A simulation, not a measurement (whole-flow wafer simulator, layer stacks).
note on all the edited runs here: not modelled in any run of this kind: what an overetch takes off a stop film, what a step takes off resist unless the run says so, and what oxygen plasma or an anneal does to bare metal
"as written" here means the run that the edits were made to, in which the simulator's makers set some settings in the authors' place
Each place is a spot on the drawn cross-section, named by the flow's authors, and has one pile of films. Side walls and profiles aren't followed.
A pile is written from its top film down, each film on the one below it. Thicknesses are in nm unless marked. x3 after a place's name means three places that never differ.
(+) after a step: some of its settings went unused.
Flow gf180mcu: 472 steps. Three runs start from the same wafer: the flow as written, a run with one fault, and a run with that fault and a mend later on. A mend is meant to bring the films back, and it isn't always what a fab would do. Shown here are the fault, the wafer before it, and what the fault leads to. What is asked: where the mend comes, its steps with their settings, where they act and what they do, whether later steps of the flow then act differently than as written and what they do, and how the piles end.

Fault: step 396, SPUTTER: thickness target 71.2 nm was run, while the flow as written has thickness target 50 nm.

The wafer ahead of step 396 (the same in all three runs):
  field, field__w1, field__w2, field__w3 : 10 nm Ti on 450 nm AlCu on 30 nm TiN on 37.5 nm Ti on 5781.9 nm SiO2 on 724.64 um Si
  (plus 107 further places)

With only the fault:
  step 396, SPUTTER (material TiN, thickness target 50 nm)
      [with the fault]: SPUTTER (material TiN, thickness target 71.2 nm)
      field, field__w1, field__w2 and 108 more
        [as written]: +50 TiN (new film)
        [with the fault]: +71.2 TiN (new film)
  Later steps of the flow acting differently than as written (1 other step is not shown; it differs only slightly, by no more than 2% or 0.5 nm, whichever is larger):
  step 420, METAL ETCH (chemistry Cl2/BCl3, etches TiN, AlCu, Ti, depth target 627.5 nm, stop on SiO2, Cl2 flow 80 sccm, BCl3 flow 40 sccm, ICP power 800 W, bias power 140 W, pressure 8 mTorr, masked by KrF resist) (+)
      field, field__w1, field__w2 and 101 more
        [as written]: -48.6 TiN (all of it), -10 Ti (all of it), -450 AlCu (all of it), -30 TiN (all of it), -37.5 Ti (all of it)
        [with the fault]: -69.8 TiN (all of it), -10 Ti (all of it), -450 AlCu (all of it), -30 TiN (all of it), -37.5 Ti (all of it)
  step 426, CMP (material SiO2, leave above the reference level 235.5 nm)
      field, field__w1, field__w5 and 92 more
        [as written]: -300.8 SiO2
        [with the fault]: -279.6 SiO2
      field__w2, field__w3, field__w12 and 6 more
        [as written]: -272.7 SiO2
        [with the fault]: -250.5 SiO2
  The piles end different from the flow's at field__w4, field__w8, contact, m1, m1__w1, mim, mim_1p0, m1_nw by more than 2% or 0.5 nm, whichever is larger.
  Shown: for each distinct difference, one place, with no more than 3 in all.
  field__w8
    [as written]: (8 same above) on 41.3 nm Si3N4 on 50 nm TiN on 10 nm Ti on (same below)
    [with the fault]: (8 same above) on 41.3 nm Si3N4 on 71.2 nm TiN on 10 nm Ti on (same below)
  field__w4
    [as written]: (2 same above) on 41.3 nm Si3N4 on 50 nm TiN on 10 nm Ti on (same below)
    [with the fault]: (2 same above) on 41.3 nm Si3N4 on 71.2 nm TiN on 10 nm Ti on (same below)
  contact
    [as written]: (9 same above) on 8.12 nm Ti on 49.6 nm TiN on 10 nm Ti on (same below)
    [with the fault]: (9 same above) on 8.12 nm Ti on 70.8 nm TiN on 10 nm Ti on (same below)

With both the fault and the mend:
  The mend stands after step 407.
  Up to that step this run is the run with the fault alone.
  step 408, METAL ETCH (chemistry Cl2/BCl3, etches TiN, AlCu, depth target 345.7 nm, stop on Si3N4, over-etch 10%, Cl2 flow 80 sccm, BCl3 flow 40 sccm, ICP power 800 W, bias power 140 W, pressure 8 mTorr, masked by resist) (+) (the flow's step 408, as written with depth target 324.5 nm)
      field, field__w1, field__w2 and 107 more
        -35 TiN (all of it), -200 AlCu (all of it), -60 TiN (all of it)
      mim
        -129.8 resist
  Later steps of the flow acting differently than as written (1 other step is not shown; it differs only slightly, by no more than 2% or 0.5 nm, whichever is larger):
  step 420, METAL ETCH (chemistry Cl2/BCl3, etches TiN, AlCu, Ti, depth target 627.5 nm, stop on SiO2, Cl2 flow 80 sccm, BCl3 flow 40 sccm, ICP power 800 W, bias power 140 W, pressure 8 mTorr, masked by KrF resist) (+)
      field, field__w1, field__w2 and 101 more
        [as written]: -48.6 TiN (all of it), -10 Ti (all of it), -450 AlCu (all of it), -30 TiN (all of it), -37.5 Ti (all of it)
        [with the mend]: -69.8 TiN (all of it), -10 Ti (all of it), -450 AlCu (all of it), -30 TiN (all of it), -37.5 Ti (all of it)
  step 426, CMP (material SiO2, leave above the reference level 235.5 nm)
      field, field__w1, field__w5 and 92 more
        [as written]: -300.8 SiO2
        [with the mend]: -279.6 SiO2
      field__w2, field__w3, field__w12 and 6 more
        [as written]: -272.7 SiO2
        [with the mend]: -250.5 SiO2
  The piles end different from the flow's at field__w4, field__w8, contact, m1, m1__w1, mim, mim_1p0, m1_nw by more than 2% or 0.5 nm, whichever is larger.
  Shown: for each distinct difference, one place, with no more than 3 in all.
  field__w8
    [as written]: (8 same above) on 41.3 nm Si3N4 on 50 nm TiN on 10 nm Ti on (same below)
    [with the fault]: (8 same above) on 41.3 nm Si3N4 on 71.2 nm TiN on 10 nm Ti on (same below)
    [with the mend]: (8 same above) on 41.3 nm Si3N4 on 71.2 nm TiN on 10 nm Ti on (same below)
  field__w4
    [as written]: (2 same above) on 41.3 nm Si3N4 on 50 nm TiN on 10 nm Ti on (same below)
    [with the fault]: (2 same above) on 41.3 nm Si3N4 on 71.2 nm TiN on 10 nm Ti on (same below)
    [with the mend]: (2 same above) on 41.3 nm Si3N4 on 71.2 nm TiN on 10 nm Ti on (same below)
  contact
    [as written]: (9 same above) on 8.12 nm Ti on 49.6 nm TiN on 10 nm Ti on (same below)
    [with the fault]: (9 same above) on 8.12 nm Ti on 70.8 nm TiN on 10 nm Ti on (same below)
    [with the mend]: (9 same above) on 8.12 nm Ti on 70.8 nm TiN on 10 nm Ti on (same below)
